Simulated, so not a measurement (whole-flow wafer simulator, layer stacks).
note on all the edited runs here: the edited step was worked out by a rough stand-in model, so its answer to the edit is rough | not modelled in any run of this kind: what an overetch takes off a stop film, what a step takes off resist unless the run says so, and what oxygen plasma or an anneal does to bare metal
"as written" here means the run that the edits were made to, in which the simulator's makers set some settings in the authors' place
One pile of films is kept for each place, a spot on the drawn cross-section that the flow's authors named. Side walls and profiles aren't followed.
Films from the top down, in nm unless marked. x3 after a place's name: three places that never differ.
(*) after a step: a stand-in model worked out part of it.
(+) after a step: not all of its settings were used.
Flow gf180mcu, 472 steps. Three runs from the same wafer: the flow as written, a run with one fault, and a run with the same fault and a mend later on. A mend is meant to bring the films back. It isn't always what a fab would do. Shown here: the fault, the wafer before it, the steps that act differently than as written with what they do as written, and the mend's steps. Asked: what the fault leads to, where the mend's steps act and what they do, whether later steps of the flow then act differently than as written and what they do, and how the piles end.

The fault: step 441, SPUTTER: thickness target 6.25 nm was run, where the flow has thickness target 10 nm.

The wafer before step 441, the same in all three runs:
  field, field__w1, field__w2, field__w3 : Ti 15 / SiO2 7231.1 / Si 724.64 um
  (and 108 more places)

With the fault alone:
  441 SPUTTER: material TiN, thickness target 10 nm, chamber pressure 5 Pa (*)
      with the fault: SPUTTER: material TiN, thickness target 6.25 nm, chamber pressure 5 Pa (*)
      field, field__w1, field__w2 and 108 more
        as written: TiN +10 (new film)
        with the fault: TiN +6.25 (new film)
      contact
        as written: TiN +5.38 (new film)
        with the fault: TiN +3.37 (new film)
  Later steps of the flow that act differently than as written (1 more step differs only slightly, by at most 2% or 0.5 nm, whichever is larger, and isn't shown):
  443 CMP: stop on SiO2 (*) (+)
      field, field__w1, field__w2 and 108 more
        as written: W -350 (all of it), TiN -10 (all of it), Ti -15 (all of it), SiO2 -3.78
        with the fault: W -350 (all of it), TiN -6.25 (all of it), Ti -15 (all of it), SiO2 -3.75
  At the end the piles differ from the flow's by more than 2% or 0.5 nm, whichever is larger, at contact.
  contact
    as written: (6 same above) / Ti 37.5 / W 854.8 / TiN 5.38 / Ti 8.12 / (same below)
    with the fault: (6 same above) / Ti 37.5 / W 856.8 / TiN 3.37 / Ti 8.12 / (same below)

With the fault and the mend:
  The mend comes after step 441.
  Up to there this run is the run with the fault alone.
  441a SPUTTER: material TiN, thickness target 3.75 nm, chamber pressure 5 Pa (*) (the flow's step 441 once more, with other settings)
      field, field__w1, field__w2 and 108 more
        TiN +3.75
      contact
        TiN +2.02
  No later step of the flow acts differently than as written at any place that is followed.
  At the end the piles are the same as the flow's at every place that both follow.
